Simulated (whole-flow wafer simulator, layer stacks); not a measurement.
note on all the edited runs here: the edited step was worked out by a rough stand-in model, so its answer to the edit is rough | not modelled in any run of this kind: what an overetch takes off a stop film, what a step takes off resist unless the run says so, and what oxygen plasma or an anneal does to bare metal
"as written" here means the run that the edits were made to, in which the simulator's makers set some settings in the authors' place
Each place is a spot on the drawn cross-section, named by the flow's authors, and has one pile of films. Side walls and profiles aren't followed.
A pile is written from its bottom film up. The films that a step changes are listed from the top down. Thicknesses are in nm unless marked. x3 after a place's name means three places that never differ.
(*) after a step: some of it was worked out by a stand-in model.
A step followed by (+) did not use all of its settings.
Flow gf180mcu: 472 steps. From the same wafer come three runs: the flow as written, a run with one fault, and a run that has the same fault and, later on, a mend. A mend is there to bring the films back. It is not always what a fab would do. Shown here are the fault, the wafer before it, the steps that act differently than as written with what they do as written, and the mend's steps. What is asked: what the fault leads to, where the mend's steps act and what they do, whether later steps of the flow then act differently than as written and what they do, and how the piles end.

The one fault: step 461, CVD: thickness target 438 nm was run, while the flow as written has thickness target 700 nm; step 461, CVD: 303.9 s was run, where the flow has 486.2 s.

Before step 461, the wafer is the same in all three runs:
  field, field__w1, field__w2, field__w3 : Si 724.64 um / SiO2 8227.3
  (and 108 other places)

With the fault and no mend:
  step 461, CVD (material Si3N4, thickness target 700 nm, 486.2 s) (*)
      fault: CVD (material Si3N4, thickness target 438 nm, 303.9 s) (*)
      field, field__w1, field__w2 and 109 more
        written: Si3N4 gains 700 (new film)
        fault: Si3N4 gains 437.6 (new film)
  Steps later in the flow that act otherwise than as written (4 other steps are not shown; they differ only slightly, by no more than 2% or 0.5 nm, whichever is larger):
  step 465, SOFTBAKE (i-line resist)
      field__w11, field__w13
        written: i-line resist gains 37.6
        fault: i-line resist gains 36.3
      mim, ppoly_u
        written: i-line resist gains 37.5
        fault: i-line resist gains 36.2
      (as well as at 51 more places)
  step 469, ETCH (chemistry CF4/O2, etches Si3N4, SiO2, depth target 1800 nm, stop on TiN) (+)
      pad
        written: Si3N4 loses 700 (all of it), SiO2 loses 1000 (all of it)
        fault: Si3N4 loses 437.6 (all of it), SiO2 loses 1000 (all of it)
  By the end, the piles at field, field__w1, field__w2 and 108 more depart from the flow's by more than 2% or 0.5 nm, whichever is larger.
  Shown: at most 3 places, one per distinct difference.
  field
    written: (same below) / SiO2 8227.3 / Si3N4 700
    fault: (same below) / SiO2 8227.3 / Si3N4 437.6
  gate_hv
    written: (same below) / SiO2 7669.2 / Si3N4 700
    fault: (same below) / SiO2 7669.2 / Si3N4 437.6
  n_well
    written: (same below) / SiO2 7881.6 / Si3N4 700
    fault: (same below) / SiO2 7881.6 / Si3N4 437.6

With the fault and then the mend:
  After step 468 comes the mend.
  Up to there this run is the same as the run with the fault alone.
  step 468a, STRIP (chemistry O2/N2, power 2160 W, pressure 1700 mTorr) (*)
      iso_ptap_pw, iso_ntap_nw, iso_nw_fld and 33 more
        i-line resist loses 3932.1 (all of it)
      p_well, sti, spacer, sd_n, mim_1p0, dice_street
        i-line resist loses 3938.1 (all of it)
      field__w2, field__w3, field__w6
        i-line resist loses 3984.7 (all of it)
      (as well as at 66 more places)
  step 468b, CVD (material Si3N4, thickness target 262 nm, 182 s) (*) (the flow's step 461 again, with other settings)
      field, field__w1, field__w2 and 109 more
        Si3N4 gains 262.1
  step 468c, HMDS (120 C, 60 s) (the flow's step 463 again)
      alters no film at any place that is followed
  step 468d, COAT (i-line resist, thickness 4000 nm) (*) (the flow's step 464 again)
      iso_ptap_pw, iso_ntap_nw, iso_nw_fld and 33 more
        i-line resist gains 4000 (new film)
      field__w9, field__w13, sd_p_hv, gate_p_hv, nplus_u, npoly_u
        i-line resist gains 4017 (new film)
      p_well, sti, spacer, sd_n, mim_1p0, dice_street
        i-line resist gains 4006.3 (new film)
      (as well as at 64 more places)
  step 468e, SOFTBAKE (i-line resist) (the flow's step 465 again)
      ld_acc_p, ld_fp_p, ld_drift_p
        i-line resist gains 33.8
      field__w2, field_sub__w4
        i-line resist gains 33.4
      field__w11, field__w13
        i-line resist gains 37.6
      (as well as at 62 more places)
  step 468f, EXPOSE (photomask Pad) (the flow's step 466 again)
      alters no film at any place that is followed
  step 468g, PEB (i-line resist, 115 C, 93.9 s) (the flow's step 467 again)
      iso_ptap_pw, iso_ntap_nw, iso_nw_fld and 33 more
        i-line resist loses 67.9
      field, field__w2, field__w3 and 25 more
        i-line resist loses 68.8
      field_sub, field_sub__w1, field_sub__w2 and 23 more
        i-line resist loses 68.7
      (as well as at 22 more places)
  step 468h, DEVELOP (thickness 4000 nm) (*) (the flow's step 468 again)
      field__w5, field__w7, field__w13 and 13 more
        i-line resist loses 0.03
      pad
        i-line resist loses 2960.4 (all of it)
  Later steps of the flow that are run all act as written at every place that is followed, up to a difference of at most 2% or 0.5 nm, whichever is larger.
  The piles end only slightly different from the flow's at the places that both follow, by no more than 2% or 0.5 nm, whichever is larger.
